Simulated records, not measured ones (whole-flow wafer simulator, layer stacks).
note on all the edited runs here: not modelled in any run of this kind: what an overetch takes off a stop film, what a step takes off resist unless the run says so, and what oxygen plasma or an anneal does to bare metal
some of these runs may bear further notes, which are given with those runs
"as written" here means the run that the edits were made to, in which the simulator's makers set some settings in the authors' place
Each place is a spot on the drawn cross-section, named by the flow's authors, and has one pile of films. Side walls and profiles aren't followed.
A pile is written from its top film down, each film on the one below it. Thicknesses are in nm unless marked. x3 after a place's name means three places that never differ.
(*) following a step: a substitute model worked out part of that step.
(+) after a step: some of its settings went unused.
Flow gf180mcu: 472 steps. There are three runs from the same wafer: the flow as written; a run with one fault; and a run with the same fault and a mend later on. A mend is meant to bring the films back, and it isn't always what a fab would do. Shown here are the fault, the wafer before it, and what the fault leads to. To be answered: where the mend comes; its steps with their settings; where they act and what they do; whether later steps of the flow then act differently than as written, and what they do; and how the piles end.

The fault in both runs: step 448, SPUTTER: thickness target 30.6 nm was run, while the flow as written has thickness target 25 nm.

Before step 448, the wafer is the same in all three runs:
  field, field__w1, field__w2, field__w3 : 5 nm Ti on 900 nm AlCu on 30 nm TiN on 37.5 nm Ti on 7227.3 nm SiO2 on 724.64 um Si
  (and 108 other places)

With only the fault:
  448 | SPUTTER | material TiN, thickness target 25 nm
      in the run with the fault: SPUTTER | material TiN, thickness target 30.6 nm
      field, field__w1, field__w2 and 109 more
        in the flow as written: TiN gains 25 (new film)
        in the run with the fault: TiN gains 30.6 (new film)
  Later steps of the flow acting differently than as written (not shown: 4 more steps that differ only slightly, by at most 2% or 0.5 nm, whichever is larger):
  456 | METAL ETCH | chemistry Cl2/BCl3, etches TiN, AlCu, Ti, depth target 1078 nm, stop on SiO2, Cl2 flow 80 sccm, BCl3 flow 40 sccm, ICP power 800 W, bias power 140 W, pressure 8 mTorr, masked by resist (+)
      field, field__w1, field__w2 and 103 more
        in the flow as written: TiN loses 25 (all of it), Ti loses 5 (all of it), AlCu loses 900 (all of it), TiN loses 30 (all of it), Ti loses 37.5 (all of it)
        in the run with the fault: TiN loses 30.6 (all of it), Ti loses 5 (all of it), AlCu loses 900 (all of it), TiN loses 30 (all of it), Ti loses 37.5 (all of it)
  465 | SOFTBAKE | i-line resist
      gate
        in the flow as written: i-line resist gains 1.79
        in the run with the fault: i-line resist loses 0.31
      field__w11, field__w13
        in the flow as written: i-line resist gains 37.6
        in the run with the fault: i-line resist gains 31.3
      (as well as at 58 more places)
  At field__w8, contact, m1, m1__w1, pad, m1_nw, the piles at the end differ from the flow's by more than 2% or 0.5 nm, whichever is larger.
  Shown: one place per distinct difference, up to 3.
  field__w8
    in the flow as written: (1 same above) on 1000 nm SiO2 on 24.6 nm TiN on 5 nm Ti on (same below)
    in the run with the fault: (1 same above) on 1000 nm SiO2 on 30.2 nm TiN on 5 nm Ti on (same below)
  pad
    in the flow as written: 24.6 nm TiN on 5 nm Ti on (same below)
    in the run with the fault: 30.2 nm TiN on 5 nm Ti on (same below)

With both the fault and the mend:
  The mend follows step 455.
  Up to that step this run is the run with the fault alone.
  455a | STRIP | chemistry O2/N2, power 2160 W, pressure 1700 mTorr (*)
      field__w8, contact, m1, m1__w1, pad, m1_nw
        resist loses 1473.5 (all of it)
  455b | METAL ETCH | chemistry Cl2/BCl3, etches TiN, AlCu, Ti, depth target 5.6 nm, Cl2 flow 80 sccm, BCl3 flow 40 sccm, ICP power 800 W, bias power 140 W, pressure 8 mTorr (a further turn of the flow's step 260, with different settings)
      field, field__w1, field__w2 and 109 more
        TiN loses 5.6
  455c | HMDS | 120 C, 60 s (a further turn of the flow's step 450)
      does not change any film at any place that is followed
  455d | COAT | resist, thickness 1500 nm (a further turn of the flow's step 451)
      field, field__w1, field__w2 and 109 more
        resist gains 1500 (new film)
  455e | SOFTBAKE | resist (a further turn of the flow's step 452)
      does not change any film at any place that is followed
  455f | EXPOSE | photomask MetalTop (a further turn of the flow's step 453)
      does not change any film at any place that is followed
  455g | PEB | resist, 70.3 s (a further turn of the flow's step 454)
      field, field__w1, field__w2 and 109 more
        resist loses 26.5
  455h | DEVELOP | thickness 1500 nm, 60 s (a further turn of the flow's step 455)
      field, field__w1, field__w2 and 103 more
        resist loses 1473.5 (all of it)
  Every later step of the flow that is run acts as written at every place that is followed.
  The piles end the same as the flow's at every place that both follow.
